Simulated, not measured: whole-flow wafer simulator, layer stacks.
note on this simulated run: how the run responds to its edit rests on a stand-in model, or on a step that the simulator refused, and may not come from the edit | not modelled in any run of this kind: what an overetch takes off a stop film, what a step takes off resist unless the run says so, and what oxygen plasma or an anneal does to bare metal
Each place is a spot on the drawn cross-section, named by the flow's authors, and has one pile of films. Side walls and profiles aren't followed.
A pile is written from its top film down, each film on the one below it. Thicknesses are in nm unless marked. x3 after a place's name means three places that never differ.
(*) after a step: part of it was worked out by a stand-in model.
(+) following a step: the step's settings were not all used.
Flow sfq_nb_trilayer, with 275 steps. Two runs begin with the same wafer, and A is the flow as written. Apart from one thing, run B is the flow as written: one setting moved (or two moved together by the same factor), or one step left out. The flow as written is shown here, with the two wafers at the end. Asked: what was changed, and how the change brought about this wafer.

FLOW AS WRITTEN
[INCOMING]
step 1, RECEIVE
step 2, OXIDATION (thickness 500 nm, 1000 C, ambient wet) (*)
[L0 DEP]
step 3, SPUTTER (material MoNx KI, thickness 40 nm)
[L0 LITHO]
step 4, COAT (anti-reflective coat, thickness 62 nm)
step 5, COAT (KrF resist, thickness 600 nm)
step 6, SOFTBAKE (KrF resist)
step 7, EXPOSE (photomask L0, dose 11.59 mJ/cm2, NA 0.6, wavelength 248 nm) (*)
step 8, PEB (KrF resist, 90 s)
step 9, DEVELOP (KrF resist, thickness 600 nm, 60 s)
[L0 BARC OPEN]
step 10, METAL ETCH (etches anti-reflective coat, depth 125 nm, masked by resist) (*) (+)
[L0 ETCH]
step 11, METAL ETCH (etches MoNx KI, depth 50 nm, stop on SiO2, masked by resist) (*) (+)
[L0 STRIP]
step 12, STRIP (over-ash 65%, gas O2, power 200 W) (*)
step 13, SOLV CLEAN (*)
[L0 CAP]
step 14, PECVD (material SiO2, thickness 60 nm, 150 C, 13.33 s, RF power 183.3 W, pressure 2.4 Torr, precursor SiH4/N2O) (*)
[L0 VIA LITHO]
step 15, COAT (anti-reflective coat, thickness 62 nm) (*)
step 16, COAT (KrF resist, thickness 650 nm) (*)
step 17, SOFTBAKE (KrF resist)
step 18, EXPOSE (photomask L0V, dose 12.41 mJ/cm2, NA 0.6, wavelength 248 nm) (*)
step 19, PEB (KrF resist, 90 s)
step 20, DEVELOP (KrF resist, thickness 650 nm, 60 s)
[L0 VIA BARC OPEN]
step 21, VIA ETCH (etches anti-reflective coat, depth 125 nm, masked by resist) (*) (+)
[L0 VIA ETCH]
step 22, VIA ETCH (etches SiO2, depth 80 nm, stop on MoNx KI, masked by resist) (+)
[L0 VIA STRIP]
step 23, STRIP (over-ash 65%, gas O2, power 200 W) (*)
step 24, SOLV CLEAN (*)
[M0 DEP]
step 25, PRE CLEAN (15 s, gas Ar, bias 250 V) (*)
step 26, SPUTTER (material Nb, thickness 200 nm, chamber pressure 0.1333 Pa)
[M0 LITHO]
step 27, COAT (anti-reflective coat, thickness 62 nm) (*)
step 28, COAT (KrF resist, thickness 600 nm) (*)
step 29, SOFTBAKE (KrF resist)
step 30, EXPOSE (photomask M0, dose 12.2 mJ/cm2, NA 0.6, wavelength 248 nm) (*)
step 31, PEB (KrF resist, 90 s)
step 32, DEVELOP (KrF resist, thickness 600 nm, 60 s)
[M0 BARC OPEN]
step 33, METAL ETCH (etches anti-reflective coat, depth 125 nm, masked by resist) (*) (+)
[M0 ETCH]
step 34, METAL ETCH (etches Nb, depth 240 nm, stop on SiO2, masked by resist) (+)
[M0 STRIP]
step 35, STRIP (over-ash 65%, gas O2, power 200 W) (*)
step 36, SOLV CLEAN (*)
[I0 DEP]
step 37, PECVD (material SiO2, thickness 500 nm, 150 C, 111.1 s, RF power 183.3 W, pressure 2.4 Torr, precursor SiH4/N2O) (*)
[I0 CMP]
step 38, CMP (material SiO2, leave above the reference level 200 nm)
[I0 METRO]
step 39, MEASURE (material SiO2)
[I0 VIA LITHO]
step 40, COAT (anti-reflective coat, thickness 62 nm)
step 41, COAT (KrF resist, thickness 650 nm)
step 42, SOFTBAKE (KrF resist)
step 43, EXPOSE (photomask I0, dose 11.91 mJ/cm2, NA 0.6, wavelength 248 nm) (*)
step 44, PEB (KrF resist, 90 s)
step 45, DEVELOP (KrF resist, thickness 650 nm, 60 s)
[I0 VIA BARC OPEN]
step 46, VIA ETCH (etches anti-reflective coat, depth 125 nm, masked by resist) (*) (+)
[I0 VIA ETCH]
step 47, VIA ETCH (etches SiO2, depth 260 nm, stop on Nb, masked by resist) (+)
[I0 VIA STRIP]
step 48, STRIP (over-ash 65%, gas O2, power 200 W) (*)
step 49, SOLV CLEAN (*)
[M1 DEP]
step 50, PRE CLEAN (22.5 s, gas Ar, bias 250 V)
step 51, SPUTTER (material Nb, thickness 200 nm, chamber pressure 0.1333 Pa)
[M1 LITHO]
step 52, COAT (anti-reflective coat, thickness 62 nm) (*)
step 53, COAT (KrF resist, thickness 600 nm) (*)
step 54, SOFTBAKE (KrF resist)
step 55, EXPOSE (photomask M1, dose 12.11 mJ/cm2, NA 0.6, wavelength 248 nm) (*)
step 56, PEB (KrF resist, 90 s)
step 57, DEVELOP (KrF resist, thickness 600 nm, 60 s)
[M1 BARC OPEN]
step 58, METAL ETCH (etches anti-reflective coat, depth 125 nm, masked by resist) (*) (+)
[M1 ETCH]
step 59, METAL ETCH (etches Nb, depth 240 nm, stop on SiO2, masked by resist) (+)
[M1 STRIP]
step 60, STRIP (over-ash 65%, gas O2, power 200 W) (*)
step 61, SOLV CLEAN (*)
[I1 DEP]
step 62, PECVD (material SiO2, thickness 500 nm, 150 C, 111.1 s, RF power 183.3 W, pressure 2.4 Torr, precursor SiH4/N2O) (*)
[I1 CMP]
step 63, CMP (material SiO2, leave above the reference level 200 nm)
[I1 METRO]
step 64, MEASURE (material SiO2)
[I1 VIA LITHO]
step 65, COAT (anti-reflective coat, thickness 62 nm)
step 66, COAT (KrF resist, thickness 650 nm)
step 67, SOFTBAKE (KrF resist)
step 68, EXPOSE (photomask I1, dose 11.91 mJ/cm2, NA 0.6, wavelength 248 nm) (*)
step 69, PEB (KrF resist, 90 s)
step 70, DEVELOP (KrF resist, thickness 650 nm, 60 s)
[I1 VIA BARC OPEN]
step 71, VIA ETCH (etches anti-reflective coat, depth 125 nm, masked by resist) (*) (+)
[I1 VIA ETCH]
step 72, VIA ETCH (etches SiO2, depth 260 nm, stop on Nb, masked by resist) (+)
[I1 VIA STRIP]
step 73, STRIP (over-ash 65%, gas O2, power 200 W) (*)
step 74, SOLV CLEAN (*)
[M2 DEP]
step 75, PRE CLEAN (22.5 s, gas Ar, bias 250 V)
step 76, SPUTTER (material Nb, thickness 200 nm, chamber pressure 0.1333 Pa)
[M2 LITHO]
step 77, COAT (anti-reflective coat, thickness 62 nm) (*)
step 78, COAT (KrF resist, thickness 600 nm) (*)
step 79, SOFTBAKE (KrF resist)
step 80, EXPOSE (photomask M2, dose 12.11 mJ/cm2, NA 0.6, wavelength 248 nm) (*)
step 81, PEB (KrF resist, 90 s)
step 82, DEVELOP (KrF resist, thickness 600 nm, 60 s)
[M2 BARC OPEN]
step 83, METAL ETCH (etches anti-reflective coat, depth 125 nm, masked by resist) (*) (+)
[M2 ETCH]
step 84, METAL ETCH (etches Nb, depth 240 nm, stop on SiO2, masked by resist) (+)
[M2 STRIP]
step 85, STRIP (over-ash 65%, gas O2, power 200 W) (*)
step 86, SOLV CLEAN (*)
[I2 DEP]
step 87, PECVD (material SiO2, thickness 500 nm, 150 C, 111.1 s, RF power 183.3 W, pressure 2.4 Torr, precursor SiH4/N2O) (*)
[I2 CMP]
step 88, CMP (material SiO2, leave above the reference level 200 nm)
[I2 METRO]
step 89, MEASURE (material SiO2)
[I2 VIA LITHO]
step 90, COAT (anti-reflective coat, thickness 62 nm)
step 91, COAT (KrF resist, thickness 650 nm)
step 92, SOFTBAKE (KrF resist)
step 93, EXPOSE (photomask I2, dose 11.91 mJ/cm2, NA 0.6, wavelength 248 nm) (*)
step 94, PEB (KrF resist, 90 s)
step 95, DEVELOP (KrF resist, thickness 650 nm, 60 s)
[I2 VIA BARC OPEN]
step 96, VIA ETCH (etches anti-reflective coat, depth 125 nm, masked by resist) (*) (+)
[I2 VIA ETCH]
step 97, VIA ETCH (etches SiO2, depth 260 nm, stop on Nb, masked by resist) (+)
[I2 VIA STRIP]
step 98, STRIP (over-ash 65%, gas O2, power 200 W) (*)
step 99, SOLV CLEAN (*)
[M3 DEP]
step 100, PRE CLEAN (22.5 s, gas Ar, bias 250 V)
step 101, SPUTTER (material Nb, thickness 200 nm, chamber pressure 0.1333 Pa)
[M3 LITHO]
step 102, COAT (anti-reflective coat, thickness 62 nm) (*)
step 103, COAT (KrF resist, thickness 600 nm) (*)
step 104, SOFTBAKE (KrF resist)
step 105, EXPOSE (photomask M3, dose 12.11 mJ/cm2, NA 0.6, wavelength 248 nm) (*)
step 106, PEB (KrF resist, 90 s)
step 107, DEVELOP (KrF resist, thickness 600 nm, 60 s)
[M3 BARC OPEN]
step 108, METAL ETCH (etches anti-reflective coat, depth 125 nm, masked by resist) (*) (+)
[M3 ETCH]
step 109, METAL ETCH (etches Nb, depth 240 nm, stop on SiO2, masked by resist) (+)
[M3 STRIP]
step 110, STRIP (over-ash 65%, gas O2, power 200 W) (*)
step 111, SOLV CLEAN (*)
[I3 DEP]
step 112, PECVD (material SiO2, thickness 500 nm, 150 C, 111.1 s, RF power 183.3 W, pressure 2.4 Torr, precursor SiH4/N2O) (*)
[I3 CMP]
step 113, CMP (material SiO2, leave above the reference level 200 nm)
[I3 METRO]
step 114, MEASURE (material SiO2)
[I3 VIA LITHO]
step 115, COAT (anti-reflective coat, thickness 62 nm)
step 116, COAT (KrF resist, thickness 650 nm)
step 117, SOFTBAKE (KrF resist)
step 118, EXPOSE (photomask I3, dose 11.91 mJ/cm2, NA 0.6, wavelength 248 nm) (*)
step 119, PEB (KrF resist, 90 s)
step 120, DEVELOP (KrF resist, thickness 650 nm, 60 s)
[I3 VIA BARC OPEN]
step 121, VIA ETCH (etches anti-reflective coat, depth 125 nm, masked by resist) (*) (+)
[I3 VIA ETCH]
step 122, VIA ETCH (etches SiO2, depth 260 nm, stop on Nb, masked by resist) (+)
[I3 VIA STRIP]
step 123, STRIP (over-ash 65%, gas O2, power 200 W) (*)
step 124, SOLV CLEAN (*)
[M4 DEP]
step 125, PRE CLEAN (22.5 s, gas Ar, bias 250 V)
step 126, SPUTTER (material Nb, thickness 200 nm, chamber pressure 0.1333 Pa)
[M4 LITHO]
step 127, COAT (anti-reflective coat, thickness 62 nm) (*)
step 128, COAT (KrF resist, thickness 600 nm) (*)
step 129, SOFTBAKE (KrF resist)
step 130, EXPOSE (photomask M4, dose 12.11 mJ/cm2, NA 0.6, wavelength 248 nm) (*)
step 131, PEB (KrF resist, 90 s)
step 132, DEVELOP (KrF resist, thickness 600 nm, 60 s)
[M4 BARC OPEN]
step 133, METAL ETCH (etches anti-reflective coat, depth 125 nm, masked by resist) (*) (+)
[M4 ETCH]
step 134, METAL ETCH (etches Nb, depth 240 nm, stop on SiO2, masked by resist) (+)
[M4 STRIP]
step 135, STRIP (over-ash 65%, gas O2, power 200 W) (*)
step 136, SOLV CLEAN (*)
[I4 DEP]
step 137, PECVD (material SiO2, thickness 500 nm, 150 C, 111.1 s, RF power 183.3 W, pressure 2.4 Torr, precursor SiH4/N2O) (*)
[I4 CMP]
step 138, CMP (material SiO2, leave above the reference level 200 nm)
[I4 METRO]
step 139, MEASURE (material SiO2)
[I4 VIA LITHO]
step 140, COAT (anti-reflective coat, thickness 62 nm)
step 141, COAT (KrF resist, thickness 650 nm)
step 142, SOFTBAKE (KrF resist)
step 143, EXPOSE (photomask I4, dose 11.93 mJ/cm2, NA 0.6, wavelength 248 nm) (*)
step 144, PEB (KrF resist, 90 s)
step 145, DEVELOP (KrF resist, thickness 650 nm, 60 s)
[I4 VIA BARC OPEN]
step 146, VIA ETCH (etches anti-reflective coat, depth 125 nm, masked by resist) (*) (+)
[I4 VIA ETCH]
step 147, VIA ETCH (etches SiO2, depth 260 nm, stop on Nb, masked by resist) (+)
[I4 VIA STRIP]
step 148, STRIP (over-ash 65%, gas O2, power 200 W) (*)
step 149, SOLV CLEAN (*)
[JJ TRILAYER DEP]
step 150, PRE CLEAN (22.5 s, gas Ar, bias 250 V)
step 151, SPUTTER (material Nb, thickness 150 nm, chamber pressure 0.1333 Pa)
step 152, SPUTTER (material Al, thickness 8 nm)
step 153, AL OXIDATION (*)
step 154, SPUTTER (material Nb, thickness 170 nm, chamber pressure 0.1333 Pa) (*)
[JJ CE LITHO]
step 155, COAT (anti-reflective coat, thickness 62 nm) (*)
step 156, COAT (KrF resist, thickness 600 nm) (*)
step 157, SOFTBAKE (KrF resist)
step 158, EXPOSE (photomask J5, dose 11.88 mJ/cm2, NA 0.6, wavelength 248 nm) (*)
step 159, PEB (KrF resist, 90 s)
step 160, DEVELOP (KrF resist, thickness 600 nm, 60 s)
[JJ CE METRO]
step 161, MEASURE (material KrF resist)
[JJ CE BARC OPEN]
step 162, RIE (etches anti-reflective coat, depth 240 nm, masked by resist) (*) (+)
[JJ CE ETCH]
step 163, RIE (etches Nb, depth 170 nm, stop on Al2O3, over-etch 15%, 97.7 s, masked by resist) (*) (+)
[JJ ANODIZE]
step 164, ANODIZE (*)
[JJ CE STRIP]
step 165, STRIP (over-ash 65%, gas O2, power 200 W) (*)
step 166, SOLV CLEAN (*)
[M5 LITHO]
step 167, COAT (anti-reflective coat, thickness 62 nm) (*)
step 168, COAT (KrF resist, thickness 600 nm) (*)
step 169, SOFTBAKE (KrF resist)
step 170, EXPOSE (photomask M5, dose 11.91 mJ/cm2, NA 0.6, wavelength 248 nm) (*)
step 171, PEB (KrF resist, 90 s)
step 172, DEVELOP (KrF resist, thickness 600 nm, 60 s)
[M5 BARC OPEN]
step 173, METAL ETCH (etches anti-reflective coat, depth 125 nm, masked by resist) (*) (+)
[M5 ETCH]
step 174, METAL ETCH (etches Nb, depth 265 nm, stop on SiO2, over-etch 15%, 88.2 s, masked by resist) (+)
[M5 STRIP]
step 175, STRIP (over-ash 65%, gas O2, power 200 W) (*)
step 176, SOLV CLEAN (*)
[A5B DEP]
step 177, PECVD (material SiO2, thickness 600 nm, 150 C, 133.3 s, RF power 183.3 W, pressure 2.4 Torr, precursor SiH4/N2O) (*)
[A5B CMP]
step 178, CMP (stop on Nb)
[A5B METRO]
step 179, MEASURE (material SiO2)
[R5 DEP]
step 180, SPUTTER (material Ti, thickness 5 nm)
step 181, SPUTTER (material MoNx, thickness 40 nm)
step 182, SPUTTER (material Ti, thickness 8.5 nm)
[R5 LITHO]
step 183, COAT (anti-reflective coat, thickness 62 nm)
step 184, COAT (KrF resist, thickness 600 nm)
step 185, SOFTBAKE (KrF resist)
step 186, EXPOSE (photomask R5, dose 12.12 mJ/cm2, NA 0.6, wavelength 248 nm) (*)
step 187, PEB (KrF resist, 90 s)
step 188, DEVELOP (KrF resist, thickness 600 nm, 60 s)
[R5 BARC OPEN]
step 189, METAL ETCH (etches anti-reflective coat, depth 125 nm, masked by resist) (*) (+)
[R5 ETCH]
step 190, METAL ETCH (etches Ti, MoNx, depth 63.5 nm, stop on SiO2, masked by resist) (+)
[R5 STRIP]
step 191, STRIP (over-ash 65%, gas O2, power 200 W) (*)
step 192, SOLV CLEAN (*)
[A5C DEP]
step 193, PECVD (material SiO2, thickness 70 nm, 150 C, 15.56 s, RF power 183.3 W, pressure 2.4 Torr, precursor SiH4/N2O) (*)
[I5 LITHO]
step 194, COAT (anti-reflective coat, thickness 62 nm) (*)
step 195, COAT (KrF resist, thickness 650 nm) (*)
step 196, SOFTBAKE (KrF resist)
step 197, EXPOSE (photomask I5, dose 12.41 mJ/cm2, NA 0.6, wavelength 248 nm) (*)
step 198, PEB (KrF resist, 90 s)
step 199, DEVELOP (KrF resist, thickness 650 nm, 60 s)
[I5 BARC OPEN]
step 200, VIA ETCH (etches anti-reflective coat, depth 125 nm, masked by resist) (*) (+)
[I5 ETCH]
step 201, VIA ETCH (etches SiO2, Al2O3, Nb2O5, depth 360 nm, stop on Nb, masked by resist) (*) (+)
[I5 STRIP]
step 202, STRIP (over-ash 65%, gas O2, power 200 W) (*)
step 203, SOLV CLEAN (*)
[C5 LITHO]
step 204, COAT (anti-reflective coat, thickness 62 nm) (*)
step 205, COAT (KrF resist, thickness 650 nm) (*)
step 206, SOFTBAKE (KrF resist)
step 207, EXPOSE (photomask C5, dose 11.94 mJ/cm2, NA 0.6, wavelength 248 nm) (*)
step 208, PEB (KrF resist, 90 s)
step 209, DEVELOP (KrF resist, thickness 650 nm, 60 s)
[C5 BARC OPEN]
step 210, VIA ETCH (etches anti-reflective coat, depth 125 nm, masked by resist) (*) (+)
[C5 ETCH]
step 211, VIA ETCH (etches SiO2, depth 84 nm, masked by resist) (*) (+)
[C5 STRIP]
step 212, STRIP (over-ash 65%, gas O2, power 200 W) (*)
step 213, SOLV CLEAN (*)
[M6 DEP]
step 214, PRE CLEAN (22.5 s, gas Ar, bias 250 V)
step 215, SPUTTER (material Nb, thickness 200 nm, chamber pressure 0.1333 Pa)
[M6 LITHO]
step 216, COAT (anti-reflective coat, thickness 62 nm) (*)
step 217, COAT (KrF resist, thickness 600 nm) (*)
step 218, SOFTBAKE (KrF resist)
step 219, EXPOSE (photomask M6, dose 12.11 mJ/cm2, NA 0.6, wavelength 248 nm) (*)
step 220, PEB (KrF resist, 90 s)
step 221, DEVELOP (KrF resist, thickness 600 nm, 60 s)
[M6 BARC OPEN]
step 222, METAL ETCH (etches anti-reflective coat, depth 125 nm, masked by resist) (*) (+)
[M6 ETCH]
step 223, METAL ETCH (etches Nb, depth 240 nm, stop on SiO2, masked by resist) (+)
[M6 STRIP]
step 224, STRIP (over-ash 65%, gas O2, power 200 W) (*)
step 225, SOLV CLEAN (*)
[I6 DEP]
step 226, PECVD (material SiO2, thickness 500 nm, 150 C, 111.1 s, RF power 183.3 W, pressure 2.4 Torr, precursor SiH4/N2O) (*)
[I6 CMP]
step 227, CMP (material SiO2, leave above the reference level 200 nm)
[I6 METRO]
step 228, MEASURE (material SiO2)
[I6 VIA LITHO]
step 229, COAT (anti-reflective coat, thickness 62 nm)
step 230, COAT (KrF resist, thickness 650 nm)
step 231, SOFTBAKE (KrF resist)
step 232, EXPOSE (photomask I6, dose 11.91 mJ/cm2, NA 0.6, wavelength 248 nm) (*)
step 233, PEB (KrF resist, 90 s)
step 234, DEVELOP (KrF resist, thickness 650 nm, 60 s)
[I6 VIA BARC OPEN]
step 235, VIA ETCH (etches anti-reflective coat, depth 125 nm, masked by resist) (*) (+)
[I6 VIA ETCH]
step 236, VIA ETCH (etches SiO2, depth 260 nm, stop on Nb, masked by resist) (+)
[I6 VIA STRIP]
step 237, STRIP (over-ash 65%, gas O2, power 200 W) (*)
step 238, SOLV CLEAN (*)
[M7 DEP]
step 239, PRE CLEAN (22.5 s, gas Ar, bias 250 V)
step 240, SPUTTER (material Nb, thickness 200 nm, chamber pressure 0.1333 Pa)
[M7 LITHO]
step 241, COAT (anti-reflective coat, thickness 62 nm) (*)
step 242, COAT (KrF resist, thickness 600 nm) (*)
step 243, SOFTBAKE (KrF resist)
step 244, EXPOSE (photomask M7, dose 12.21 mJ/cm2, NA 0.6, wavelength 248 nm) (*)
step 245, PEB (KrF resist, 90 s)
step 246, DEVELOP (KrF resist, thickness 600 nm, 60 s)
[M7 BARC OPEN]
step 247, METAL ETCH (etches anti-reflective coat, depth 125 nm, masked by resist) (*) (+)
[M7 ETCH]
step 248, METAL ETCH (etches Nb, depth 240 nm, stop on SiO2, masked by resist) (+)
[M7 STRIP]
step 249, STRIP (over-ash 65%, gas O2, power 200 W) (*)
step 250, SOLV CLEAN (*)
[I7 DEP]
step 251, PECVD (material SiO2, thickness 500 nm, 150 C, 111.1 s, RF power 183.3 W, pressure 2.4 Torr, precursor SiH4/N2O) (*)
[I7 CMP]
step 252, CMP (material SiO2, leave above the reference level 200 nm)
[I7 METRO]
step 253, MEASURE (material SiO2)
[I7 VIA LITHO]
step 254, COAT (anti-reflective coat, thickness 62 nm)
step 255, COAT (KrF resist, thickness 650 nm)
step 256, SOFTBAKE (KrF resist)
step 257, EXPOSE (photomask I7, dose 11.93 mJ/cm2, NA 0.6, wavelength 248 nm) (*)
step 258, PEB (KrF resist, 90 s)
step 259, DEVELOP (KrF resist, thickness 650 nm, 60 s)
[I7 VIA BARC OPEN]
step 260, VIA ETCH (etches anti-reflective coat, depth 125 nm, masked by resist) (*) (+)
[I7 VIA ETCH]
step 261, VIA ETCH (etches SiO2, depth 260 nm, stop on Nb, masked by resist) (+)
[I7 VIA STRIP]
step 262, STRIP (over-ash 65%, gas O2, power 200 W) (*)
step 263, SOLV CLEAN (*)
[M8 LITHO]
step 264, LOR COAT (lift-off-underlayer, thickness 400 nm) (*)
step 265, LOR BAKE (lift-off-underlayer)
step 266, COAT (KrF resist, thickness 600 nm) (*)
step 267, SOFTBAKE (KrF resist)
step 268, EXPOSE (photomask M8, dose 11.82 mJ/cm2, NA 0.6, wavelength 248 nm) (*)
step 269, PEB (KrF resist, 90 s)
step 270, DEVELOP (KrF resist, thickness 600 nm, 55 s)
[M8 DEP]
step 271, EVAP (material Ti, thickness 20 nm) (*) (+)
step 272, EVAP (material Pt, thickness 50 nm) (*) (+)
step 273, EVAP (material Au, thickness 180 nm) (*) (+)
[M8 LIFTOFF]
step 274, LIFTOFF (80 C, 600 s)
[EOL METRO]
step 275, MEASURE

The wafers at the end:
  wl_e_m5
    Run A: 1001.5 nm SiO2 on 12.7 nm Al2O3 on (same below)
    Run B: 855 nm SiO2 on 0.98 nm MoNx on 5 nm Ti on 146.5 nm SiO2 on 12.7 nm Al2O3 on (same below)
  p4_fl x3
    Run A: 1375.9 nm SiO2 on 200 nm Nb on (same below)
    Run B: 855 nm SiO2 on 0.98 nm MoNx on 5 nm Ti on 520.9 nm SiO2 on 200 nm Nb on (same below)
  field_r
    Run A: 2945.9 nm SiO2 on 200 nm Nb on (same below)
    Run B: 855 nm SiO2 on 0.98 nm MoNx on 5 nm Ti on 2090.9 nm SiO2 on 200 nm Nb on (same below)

Cause: step 190, METAL ETCH: depth 47.52 nm was run, though the flow has depth 63.5 nm.

How this came from the change, step by step:
  step 190, METAL ETCH (etches Ti, MoNx, depth 63.5 nm, stop on SiO2, masked by resist) (+)
      field_l, v_sur, via_wl and 92 more: A -8.5 Ti (all of it), -40 MoNx (all of it), -5 Ti (all of it) | B -8.5 Ti (all of it), -39 MoNx
      ce_l, c5j, ce_r, wl_jj: A -8.5 Ti (all of it), -40 MoNx (all of it), -5 Ti (all of it), -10 Nb | B -8.5 Ti (all of it), -39 MoNx
      (as well as at 7 more places)
  step 193, PECVD (material SiO2, thickness 70 nm, 150 C, 15.56 s, RF power 183.3 W, pressure 2.4 Torr, precursor SiH4/N2O) (*)
      field_l, v_sur, via_wl and 92 more: A +70 SiO2 | B +70 SiO2 (new film)
  step 194, COAT (anti-reflective coat, thickness 62 nm) (*)
      wl_j_sl, wl_j_sr: A +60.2 anti-reflective coat (new film) | B +62 anti-reflective coat (new film)
      r5r_spacepad_l, r5r_spacepad_r: A +84.4 anti-reflective coat (new film) | B +81.8 anti-reflective coat (new film)
      (as well as at 9 more places)
  step 201, VIA ETCH (etches SiO2, Al2O3, Nb2O5, depth 360 nm, stop on Nb, masked by resist) (*) (+)
      be: A -216.4 SiO2 (all of it), -12.7 Al2O3 (all of it), -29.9 Nb2O5 (all of it) | B -69.8 SiO2 (all of it), -0.98 MoNx (all of it), -5 Ti (all of it), -146.5 SiO2 (all of it), -12.7 Al2O3 (all of it), -29.9 Nb2O5 (all of it)
  step 202, STRIP (over-ash 65%, gas O2, power 200 W) (*)
      wl_j_sl, wl_j_sr: A -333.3 KrF resist (all of it), -60.2 anti-reflective coat (all of it) | B -333.1 KrF resist (all of it), -62 anti-reflective coat (all of it)
      r5r_spacepad_l, r5r_spacepad_r: A -335.6 KrF resist (all of it), -84.4 anti-reflective coat (all of it) | B -335.3 KrF resist (all of it), -81.8 anti-reflective coat (all of it)
      (as well as at 9 more places)
  step 204, COAT (anti-reflective coat, thickness 62 nm) (*)
      wl_j_sl, wl_j_sr: A +60.2 anti-reflective coat (new film) | B +62 anti-reflective coat (new film)
      r5r_spacepad_l, r5r_spacepad_r: A +84.4 anti-reflective coat (new film) | B +81.8 anti-reflective coat (new film)
      (as well as at 9 more places)
  step 210, VIA ETCH (etches anti-reflective coat, depth 125 nm, masked by resist) (*) (+)
      c5j: A -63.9 anti-reflective coat (all of it), -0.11 SiO2 | B -61.3 anti-reflective coat (all of it), -0.12 SiO2
  step 211, VIA ETCH (etches SiO2, depth 84 nm, masked by resist) (*) (+)
      c5j: A -69.9 SiO2 (all of it), -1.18 Nb | B -69.9 SiO2 (all of it)
  step 212, STRIP (over-ash 65%, gas O2, power 200 W) (*)
      wl_j_sl, wl_j_sr: A -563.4 KrF resist (all of it), -60.2 anti-reflective coat (all of it) | B -562.8 KrF resist (all of it), -62 anti-reflective coat (all of it)
      r5r_spacepad_l, r5r_spacepad_r: A -565.8 KrF resist (all of it), -84.4 anti-reflective coat (all of it) | B -565 KrF resist (all of it), -81.8 anti-reflective coat (all of it)
      (as well as at 8 more places)
  step 214, PRE CLEAN (22.5 s, gas Ar, bias 250 V)
      c5j: A -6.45 Nb | B -0.98 MoNx (all of it), -5 Ti (all of it)
  step 216, COAT (anti-reflective coat, thickness 62 nm) (*)
      wl_j_sl, wl_j_sr: A +60.2 anti-reflective coat (new film) | B +62 anti-reflective coat (new film)
      r5r_spacepad_l, r5r_spacepad_r: A +85.7 anti-reflective coat (new film) | B +82.8 anti-reflective coat (new film)
      (as well as at 7 more places)
  step 222, METAL ETCH (etches anti-reflective coat, depth 125 nm, masked by resist) (*) (+)
      r5r_spacepad_l, r5r_spacepad_r: A -85.7 anti-reflective coat (all of it) | B -82.8 anti-reflective coat (all of it)
  step 224, STRIP (over-ash 65%, gas O2, power 200 W) (*)
      wl_j_sl, wl_j_sr: A -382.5 KrF resist (all of it), -60.2 anti-reflective coat (all of it) | B -382.4 KrF resist (all of it), -62 anti-reflective coat (all of it)
      jj_sur: A -378.5 KrF resist (all of it), -56.1 anti-reflective coat (all of it) | B -377.5 KrF resist (all of it), -58.4 anti-reflective coat (all of it)
      (as well as at 6 more places)
  step 227, CMP (material SiO2, leave above the reference level 200 nm)
      ce_l, ce_r, wl_jj: A -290 SiO2 | B -300 SiO2
      r5r_line_l, r5r_line_c, r5r_line_r: A -153.5 SiO2 | B -147.5 SiO2
      (as well as at 4 more places)
With metal films that touch counted as one body, wl_e_m5 has 7 bodies (between them, from the top down: SiO2 146.5 / Al2O3 12.7 / Nb2O5 29.9; SiO2 192.5; SiO2 192.5; SiO2 192.5; SiO2 192.5; SiO2 192.5); the flow as written gives 6 bodies (between them, from the top down: SiO2 192.5; SiO2 192.5; SiO2 192.5; SiO2 192.5; SiO2 192.5).
With metal films that touch counted as one body, p4_fl x3 has 3 bodies (between them, from the top down: SiO2 520.9; SiO2 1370); the flow as written gives 2 bodies (between them, from the top down: SiO2 1370).
With metal films that touch counted as one body, field_r has 2 bodies (between them, from the top down: SiO2 2090.9); the flow as written gives 1 body.
